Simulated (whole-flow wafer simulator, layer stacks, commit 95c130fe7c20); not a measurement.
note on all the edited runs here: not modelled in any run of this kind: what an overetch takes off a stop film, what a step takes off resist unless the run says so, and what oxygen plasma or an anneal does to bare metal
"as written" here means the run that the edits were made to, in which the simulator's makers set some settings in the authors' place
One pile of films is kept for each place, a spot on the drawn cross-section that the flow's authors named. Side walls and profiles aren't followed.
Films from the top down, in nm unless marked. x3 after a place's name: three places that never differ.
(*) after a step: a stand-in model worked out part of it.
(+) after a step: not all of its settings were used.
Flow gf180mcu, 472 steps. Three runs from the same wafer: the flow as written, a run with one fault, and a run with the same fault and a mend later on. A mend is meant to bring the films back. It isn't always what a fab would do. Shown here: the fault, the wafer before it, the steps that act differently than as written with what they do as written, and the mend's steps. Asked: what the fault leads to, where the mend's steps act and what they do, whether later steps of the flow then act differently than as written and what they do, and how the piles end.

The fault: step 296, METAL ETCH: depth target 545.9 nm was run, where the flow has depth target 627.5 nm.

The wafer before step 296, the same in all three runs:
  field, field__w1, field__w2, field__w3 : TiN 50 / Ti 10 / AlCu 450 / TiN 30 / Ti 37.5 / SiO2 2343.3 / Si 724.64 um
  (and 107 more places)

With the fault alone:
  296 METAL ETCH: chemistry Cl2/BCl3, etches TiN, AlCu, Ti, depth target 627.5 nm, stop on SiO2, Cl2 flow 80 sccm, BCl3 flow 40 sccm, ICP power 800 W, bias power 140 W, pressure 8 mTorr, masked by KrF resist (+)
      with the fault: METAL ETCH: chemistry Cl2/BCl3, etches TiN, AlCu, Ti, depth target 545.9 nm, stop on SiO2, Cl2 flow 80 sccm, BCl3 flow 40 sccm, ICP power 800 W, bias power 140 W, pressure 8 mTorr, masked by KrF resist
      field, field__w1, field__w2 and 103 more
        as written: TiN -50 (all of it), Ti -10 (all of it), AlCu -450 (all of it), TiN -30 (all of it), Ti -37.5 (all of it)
        with the fault: TiN -50 (all of it), Ti -10 (all of it), AlCu -450 (all of it), TiN -30 (all of it), Ti -5.9
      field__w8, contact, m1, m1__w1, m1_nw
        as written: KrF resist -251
        with the fault: KrF resist -218.4
  Later steps of the flow that act differently than as written:
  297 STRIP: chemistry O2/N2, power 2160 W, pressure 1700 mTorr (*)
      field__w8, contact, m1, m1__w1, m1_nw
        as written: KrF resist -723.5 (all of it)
        with the fault: KrF resist -756.2 (all of it)
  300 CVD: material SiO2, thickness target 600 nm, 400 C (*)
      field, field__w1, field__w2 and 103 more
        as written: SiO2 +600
        with the fault: SiO2 +600 (new film)
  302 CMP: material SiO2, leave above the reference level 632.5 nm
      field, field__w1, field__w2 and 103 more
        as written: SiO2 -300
        with the fault: SiO2 -331.6
  At the end the piles differ from the flow's by more than 2% or 0.5 nm, whichever is larger, at field, field__w1, field__w2 and 104 more.
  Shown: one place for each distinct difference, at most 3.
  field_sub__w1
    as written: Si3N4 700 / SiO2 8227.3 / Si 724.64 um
    with the fault: Si3N4 700 / SiO2 5852.4 / Ti 31.6 / SiO2 2343.2 / Si 724.64 um
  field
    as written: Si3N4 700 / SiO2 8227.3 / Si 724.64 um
    with the fault: Si3N4 700 / SiO2 5852.4 / Ti 31.6 / SiO2 2343.3 / Si 724.64 um
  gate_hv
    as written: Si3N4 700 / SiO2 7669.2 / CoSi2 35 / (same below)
    with the fault: Si3N4 700 / SiO2 5852.4 / Ti 31.6 / SiO2 1785.1 / CoSi2 35 / (same below)

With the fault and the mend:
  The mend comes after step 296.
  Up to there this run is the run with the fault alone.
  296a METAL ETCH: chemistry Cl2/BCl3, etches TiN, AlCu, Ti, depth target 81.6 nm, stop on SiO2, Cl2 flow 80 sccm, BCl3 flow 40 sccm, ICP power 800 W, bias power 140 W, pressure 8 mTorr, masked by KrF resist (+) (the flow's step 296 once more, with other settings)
      field, field__w1, field__w2 and 103 more
        Ti -31.6 (all of it)
      field__w8, contact, m1, m1__w1, m1_nw
        KrF resist -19
  No later step of the flow acts differently than as written, at any place that is followed, by more than 2% or 0.5 nm, whichever is larger.
  At the end the piles are the same as the flow's at every place that both follow.
